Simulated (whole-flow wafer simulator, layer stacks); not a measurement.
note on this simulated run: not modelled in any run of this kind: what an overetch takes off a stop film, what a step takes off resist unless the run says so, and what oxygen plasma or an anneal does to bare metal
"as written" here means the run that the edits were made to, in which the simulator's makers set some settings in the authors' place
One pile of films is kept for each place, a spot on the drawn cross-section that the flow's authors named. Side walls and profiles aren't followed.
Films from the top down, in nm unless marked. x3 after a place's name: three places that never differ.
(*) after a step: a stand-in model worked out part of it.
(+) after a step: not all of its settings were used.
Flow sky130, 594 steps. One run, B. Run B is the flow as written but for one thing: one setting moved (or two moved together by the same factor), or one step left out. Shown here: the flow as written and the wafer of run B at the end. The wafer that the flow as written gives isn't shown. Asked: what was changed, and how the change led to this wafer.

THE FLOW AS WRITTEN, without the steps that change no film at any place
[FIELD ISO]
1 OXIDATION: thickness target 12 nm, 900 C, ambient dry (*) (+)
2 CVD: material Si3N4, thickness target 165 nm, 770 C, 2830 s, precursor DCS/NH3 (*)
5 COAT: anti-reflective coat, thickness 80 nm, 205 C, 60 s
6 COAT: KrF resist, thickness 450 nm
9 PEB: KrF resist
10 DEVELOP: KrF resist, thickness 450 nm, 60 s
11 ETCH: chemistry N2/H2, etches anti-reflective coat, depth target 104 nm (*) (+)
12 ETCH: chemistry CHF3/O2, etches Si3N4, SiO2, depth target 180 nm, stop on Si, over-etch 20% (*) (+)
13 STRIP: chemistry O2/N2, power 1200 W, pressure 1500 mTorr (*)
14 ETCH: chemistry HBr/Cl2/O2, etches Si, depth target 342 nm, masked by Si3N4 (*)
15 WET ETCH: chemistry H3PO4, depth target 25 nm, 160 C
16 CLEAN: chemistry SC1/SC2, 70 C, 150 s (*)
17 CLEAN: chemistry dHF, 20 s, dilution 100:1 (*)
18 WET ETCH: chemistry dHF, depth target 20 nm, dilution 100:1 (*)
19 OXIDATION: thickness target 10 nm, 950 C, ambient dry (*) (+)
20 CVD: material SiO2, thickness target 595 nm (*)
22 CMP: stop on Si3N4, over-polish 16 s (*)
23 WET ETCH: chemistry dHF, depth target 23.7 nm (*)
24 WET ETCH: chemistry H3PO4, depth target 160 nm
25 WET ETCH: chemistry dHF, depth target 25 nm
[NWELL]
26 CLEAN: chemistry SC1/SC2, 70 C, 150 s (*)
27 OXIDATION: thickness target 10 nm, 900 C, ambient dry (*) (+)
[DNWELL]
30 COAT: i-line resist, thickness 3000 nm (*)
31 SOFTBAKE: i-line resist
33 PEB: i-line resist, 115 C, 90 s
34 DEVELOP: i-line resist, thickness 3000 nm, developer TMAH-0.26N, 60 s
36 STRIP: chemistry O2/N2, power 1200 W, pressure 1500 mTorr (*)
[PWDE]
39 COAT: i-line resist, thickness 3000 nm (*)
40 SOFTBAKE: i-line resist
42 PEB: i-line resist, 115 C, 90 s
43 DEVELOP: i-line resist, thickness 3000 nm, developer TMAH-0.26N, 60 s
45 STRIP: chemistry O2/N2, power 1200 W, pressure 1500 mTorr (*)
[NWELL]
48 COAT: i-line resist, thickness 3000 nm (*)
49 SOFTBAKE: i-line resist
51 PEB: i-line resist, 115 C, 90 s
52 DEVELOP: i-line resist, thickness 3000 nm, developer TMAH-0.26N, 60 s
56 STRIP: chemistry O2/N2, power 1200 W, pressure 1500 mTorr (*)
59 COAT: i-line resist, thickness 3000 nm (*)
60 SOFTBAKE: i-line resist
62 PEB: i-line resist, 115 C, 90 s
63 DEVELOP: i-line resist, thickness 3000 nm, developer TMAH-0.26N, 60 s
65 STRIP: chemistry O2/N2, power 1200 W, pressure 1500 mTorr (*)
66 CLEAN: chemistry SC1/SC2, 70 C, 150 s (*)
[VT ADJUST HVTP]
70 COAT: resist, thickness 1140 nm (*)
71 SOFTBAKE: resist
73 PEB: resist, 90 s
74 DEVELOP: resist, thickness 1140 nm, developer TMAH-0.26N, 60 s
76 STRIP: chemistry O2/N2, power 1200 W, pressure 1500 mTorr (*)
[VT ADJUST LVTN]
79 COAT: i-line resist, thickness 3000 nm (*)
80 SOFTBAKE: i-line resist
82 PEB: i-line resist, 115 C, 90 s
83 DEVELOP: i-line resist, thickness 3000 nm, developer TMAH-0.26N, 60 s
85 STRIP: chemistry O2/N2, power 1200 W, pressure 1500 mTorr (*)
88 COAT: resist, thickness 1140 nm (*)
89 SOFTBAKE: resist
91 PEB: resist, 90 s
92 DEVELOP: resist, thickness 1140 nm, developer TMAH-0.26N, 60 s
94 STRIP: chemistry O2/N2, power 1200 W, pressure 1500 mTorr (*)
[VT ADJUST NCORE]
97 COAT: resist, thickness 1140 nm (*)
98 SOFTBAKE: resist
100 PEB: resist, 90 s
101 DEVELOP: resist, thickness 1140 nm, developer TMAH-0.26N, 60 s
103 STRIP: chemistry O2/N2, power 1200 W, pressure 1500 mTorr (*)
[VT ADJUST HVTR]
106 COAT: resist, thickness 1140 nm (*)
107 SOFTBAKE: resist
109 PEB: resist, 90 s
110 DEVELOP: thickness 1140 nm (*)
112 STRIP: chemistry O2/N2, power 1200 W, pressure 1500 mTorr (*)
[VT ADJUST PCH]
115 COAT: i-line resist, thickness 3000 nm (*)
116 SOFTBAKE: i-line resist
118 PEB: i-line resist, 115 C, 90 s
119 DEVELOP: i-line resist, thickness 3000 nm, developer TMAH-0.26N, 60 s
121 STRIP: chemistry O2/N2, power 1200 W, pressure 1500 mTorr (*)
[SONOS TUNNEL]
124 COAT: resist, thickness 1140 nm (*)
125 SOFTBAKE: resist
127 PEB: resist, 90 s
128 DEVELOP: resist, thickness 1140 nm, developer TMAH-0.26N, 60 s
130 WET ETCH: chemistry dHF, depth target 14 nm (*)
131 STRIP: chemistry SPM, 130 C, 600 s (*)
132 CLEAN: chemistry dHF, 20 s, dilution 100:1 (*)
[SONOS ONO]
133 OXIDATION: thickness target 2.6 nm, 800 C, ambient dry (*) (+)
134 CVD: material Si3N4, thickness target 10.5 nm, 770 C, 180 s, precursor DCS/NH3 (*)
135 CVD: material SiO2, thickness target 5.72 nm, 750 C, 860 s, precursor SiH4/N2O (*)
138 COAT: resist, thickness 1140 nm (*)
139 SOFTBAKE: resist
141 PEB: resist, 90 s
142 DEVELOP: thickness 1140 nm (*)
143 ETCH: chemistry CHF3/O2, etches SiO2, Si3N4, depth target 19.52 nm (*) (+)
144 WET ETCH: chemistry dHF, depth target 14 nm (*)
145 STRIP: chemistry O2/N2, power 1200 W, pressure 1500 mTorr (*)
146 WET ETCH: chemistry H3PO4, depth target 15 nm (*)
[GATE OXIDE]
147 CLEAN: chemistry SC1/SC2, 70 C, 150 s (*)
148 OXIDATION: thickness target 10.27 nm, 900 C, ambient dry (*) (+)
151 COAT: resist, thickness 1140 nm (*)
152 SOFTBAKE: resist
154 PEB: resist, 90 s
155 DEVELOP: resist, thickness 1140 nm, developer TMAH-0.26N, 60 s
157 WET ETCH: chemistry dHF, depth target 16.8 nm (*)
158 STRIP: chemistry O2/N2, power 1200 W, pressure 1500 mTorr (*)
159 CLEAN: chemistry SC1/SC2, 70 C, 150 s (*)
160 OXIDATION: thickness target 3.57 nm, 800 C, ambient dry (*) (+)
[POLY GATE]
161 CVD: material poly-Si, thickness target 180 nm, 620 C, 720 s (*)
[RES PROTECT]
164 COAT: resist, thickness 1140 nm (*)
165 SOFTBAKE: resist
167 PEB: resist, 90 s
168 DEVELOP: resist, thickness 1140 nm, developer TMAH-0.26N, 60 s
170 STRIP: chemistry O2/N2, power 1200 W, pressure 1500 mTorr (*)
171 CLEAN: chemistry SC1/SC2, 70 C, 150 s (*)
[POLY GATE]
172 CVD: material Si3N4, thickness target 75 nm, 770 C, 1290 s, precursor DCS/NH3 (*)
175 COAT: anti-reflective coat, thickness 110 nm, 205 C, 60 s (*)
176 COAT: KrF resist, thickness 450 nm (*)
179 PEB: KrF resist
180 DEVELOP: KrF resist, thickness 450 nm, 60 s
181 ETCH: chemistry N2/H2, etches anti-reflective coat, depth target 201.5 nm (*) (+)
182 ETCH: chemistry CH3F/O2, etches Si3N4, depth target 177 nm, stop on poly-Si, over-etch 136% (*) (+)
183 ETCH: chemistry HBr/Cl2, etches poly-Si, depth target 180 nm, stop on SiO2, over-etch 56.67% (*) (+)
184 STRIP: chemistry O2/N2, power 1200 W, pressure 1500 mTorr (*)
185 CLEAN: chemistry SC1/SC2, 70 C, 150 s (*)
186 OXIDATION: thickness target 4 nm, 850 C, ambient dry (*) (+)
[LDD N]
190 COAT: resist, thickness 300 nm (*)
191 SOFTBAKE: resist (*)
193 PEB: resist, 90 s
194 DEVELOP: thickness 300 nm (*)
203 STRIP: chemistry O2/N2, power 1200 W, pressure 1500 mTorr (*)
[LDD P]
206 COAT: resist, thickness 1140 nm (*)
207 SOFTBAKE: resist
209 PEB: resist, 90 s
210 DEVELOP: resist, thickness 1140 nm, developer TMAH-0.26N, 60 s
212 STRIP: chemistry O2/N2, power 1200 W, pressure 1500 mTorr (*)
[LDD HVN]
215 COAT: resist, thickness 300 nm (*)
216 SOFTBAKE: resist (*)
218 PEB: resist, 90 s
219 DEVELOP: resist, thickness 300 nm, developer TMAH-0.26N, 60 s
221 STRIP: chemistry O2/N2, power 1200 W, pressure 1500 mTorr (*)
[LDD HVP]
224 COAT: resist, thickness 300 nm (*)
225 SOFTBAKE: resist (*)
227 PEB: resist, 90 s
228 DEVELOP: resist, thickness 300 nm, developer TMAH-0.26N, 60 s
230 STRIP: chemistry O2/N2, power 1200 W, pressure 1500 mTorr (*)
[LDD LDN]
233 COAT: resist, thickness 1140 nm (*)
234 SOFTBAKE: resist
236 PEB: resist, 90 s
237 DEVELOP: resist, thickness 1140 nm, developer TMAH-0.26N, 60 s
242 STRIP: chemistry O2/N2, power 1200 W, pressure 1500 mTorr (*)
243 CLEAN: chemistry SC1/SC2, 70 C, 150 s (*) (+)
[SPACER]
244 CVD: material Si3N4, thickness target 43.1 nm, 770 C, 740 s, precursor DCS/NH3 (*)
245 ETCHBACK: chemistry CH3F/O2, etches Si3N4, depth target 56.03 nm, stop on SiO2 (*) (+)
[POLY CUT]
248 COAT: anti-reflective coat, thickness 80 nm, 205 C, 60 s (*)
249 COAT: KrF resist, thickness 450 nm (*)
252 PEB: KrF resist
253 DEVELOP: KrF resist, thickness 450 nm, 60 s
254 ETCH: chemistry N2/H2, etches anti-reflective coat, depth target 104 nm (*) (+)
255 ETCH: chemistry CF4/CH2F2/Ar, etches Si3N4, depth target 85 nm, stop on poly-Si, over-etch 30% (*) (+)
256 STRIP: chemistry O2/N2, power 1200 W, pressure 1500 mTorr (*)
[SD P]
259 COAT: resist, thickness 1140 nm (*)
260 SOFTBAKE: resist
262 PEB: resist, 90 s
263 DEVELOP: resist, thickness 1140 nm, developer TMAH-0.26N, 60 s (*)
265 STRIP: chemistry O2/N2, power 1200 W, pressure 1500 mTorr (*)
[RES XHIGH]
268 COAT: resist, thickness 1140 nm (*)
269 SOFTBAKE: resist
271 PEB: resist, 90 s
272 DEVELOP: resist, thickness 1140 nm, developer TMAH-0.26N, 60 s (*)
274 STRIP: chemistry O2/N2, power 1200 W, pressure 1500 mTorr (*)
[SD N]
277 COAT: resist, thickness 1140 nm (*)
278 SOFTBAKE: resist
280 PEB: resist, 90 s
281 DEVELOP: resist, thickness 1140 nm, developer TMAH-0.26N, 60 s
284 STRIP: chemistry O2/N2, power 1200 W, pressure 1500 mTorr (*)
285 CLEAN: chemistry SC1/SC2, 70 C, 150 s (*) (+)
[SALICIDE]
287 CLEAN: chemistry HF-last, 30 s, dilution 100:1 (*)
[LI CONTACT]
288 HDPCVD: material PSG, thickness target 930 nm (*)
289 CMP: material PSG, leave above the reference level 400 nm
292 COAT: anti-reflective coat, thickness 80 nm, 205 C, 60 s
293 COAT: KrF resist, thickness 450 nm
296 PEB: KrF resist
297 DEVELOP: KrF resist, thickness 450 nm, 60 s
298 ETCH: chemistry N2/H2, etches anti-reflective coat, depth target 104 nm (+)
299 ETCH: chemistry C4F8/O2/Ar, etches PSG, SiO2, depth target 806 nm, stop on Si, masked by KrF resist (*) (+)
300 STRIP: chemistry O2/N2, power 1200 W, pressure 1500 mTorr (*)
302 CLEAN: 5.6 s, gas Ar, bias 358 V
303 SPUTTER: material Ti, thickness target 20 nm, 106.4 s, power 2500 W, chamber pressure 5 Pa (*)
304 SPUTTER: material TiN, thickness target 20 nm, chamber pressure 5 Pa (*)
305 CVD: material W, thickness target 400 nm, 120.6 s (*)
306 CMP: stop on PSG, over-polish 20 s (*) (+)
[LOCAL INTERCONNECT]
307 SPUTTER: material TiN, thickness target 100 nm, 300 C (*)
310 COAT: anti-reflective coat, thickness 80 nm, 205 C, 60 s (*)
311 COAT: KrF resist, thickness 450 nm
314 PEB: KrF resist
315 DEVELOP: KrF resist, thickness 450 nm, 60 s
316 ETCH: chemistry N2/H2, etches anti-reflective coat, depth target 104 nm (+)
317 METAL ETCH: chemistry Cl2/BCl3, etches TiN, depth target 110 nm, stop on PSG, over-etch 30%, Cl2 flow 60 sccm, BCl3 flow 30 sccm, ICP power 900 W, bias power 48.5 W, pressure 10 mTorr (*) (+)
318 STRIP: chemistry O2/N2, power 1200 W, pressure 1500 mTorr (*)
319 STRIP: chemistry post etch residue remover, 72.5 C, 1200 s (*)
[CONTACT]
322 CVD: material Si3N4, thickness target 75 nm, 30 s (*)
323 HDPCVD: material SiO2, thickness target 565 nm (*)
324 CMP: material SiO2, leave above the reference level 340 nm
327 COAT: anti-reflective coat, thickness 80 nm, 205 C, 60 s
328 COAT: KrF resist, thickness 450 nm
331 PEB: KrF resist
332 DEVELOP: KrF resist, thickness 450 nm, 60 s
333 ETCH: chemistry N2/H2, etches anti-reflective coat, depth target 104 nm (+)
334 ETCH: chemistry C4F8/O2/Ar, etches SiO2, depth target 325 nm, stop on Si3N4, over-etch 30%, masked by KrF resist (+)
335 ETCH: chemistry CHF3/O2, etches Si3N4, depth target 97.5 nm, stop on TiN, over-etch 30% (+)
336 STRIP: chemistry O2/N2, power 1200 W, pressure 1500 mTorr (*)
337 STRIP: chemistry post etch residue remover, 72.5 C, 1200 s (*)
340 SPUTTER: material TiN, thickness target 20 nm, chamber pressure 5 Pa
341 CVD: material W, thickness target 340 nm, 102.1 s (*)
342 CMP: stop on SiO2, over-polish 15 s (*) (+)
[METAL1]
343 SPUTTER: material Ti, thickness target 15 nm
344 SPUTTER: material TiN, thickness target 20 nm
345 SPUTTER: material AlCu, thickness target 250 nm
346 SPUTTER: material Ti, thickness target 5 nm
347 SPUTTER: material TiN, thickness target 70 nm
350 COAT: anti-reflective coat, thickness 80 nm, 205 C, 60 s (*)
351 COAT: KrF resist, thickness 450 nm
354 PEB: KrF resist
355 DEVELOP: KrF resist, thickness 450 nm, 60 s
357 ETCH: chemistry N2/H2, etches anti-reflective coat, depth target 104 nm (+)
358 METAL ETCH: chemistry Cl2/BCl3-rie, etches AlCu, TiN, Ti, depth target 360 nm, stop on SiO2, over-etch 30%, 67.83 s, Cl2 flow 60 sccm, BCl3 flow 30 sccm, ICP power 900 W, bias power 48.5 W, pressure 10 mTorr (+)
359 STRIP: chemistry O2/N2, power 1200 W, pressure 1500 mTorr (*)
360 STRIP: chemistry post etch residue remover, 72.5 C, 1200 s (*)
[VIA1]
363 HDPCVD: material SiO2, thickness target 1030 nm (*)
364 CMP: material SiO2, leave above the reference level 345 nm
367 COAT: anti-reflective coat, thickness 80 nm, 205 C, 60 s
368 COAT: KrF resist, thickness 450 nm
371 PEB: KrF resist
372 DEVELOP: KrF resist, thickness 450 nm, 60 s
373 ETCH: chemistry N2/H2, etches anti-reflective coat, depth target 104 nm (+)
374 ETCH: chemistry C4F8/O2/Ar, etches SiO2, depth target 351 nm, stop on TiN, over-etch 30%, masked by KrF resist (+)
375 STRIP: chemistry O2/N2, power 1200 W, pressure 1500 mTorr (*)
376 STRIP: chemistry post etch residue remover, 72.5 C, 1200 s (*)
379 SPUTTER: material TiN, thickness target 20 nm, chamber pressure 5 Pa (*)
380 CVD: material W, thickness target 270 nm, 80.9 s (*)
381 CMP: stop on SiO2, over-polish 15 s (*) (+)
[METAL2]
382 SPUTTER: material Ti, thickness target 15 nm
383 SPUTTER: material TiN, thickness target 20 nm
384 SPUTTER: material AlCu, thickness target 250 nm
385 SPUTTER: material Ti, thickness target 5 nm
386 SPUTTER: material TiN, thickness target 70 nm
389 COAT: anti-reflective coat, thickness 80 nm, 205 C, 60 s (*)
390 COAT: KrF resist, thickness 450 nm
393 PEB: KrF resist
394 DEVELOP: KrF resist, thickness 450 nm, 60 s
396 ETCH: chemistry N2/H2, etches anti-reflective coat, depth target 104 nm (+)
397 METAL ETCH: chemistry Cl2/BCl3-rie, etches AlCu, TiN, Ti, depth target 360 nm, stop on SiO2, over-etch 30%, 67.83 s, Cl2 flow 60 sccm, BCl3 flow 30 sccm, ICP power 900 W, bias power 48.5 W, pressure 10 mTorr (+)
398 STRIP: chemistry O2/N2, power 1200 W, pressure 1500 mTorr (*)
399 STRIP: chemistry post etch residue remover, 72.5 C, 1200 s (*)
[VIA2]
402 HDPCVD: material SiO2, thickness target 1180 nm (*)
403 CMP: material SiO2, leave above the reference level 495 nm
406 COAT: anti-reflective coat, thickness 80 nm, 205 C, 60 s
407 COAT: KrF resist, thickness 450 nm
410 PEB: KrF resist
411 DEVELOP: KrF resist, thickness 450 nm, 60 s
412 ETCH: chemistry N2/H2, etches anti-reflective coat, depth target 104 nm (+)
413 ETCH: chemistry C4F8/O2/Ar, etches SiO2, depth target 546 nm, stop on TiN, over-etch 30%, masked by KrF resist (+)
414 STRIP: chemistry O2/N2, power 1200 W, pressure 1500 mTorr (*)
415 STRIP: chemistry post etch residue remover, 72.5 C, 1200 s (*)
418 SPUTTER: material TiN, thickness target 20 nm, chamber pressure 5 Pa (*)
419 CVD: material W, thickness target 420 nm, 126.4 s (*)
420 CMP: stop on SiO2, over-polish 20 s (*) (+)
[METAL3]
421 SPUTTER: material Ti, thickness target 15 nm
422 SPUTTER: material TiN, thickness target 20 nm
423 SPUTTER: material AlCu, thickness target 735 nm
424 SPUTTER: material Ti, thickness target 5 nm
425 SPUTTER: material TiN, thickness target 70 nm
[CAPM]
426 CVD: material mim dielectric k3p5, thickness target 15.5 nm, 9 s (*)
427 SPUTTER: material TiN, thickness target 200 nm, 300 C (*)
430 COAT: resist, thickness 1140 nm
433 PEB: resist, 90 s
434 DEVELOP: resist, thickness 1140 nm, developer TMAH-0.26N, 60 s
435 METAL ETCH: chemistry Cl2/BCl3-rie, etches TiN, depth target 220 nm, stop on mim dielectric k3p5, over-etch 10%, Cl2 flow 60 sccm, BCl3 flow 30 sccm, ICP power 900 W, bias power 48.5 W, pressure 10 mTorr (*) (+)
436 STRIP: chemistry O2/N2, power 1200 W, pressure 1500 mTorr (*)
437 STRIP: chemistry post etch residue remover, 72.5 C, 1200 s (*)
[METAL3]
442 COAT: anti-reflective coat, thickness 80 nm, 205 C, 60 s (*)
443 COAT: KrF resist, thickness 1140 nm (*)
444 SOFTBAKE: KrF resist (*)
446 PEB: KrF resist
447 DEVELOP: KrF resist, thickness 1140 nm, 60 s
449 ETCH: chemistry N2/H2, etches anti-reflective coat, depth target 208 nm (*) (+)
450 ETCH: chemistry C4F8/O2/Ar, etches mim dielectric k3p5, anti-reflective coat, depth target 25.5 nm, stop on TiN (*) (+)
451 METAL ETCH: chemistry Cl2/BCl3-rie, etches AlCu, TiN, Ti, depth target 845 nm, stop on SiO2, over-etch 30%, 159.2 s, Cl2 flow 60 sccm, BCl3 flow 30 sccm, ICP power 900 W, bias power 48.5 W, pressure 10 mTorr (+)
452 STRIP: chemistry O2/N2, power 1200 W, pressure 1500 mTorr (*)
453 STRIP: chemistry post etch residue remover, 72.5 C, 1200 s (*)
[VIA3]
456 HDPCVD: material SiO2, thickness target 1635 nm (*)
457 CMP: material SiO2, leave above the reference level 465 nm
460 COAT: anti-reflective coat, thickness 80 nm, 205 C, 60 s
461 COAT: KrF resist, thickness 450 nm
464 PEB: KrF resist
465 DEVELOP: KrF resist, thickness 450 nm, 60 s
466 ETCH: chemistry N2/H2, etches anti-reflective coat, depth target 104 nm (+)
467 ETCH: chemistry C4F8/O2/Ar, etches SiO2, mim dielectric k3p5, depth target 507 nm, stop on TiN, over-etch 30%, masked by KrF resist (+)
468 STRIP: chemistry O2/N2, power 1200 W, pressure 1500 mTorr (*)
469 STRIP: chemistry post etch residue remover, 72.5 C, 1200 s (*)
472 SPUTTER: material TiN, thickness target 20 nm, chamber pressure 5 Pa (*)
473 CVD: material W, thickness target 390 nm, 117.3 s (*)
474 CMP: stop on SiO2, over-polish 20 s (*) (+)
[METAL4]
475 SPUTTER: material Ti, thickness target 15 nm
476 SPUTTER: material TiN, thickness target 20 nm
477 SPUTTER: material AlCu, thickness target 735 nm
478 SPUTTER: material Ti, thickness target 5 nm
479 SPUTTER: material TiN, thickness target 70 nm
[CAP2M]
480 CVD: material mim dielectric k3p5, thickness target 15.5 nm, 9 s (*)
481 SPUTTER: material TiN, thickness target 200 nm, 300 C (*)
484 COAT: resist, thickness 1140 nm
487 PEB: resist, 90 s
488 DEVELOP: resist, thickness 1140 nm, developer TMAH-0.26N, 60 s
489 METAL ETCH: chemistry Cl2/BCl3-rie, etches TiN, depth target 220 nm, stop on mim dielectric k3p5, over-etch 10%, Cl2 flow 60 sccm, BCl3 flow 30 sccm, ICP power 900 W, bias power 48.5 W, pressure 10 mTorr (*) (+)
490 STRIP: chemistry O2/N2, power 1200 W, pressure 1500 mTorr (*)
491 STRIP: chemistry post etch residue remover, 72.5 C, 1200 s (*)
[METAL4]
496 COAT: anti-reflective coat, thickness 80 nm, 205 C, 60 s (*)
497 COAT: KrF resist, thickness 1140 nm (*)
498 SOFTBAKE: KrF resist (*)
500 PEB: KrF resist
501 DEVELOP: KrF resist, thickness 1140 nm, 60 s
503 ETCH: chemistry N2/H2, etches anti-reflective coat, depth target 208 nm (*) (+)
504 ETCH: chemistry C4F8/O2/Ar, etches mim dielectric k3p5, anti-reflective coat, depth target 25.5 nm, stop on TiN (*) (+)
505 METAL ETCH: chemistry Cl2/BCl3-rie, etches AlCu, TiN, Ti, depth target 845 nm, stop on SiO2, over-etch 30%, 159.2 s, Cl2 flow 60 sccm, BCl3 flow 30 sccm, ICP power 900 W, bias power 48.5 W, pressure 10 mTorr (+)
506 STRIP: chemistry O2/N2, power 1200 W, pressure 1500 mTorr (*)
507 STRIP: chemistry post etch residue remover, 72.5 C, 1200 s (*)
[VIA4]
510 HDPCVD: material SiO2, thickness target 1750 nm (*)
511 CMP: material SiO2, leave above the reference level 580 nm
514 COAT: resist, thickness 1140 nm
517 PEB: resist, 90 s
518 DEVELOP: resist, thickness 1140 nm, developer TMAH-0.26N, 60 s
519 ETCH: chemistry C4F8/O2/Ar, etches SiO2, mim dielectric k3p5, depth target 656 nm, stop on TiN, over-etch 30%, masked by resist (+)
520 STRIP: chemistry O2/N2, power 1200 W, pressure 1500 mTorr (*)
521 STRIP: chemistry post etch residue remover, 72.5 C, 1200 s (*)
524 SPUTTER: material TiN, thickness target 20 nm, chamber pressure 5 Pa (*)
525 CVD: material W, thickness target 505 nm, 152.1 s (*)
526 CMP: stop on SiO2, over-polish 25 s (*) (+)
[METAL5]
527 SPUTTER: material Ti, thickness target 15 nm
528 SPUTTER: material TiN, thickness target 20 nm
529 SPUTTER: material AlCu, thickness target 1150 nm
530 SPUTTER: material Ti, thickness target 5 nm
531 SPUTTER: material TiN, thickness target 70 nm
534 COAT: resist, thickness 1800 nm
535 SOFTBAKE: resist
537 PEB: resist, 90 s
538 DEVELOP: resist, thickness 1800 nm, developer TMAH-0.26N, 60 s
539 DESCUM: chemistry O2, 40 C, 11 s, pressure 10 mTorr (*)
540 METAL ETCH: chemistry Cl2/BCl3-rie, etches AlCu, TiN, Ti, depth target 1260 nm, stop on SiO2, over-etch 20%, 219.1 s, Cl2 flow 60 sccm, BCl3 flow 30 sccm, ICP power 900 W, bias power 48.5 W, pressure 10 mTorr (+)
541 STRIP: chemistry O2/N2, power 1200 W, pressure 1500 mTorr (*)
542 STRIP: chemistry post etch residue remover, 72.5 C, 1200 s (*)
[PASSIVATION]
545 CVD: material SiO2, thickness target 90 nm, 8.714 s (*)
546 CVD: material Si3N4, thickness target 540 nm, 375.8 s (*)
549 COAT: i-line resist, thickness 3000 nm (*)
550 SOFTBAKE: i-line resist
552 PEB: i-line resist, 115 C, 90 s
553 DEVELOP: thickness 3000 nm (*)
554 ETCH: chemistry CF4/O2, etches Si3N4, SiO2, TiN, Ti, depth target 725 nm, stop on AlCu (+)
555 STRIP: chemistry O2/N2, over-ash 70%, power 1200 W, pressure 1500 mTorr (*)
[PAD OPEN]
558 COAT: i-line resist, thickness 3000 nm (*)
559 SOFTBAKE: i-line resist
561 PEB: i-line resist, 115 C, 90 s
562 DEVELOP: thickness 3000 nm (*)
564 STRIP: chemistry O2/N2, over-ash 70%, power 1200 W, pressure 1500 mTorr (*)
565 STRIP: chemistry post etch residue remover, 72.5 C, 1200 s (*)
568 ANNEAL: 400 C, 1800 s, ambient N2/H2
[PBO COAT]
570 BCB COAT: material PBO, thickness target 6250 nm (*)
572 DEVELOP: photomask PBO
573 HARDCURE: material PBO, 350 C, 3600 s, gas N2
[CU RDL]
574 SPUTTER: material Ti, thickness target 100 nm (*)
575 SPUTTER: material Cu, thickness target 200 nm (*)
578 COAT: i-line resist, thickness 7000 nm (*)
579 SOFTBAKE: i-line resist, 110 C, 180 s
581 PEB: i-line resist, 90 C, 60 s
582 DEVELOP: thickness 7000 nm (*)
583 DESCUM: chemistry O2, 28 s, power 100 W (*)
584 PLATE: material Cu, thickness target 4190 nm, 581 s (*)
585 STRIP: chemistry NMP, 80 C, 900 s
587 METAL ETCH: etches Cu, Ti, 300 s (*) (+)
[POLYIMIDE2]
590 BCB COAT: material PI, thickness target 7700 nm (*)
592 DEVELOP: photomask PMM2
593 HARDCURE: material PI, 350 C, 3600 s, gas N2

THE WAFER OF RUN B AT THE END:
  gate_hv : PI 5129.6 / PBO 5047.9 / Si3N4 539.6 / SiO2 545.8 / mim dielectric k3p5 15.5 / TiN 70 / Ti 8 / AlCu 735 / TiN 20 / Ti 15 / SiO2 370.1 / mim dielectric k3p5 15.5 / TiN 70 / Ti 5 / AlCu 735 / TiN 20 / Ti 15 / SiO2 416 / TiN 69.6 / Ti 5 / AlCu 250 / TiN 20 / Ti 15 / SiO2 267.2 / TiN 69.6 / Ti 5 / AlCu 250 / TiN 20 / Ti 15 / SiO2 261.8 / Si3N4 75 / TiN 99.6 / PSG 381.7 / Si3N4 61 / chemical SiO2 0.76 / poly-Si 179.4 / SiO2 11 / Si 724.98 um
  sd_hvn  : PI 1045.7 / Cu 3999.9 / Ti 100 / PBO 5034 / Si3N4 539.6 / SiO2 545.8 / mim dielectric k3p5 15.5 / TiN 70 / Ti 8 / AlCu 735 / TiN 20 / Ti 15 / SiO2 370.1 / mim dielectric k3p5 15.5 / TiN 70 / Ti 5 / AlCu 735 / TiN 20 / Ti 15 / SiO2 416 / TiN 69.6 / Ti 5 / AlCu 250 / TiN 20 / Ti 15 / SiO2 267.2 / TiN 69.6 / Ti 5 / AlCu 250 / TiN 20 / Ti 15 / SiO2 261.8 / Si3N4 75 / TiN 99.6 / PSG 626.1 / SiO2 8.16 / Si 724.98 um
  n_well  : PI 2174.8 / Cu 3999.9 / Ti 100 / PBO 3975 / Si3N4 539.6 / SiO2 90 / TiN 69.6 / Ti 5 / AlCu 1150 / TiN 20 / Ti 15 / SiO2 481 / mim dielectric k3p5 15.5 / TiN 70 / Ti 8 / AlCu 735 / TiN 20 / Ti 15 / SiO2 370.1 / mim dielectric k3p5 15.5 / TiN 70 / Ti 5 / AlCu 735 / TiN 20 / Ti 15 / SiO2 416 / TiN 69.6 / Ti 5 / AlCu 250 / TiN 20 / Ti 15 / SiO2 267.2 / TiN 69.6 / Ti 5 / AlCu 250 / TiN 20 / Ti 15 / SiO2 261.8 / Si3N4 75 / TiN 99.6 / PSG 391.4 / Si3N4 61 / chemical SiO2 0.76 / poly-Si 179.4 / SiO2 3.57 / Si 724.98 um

The cause: step 478, SPUTTER: thickness target 8 nm was run, where the flow has thickness target 5 nm.
It can be read off the wafer: gate_hv has Ti 8, and step 478 as written asks for 5 nm.

How the change led to this, step by step:
  478 SPUTTER: material Ti, thickness target 5 nm
      field, active, n_well and 189 more: Ti +8 (new film) (as written it would be: Ti +5 (new film))
  505 METAL ETCH: chemistry Cl2/BCl3-rie, etches AlCu, TiN, Ti, depth target 845 nm, stop on SiO2, over-etch 30%, 159.2 s, Cl2 flow 60 sccm, BCl3 flow 30 sccm, ICP power 900 W, bias power 48.5 W, pressure 10 mTorr (+)
      field, active, gate and 70 more: TiN -70 (all of it), Ti -8 (all of it), AlCu -735 (all of it), TiN -20 (all of it), Ti -15 (all of it), SiO2 -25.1 (as written it would be: TiN -70 (all of it), Ti -5 (all of it), AlCu -735 (all of it), TiN -20 (all of it), Ti -15 (all of it), SiO2 -25.4)
      vpp_iso1, mim_edge_plate, m1_ln and 11 more: TiN -70 (all of it), Ti -8 (all of it), AlCu -735 (all of it), TiN -20 (all of it), Ti -15 (all of it), SiO2 -25.1 (as written it would be: TiN -70 (all of it), Ti -5 (all of it), AlCu -735 (all of it), TiN -20 (all of it), Ti -15 (all of it), SiO2 -25.3)
      (and at 1 more place)
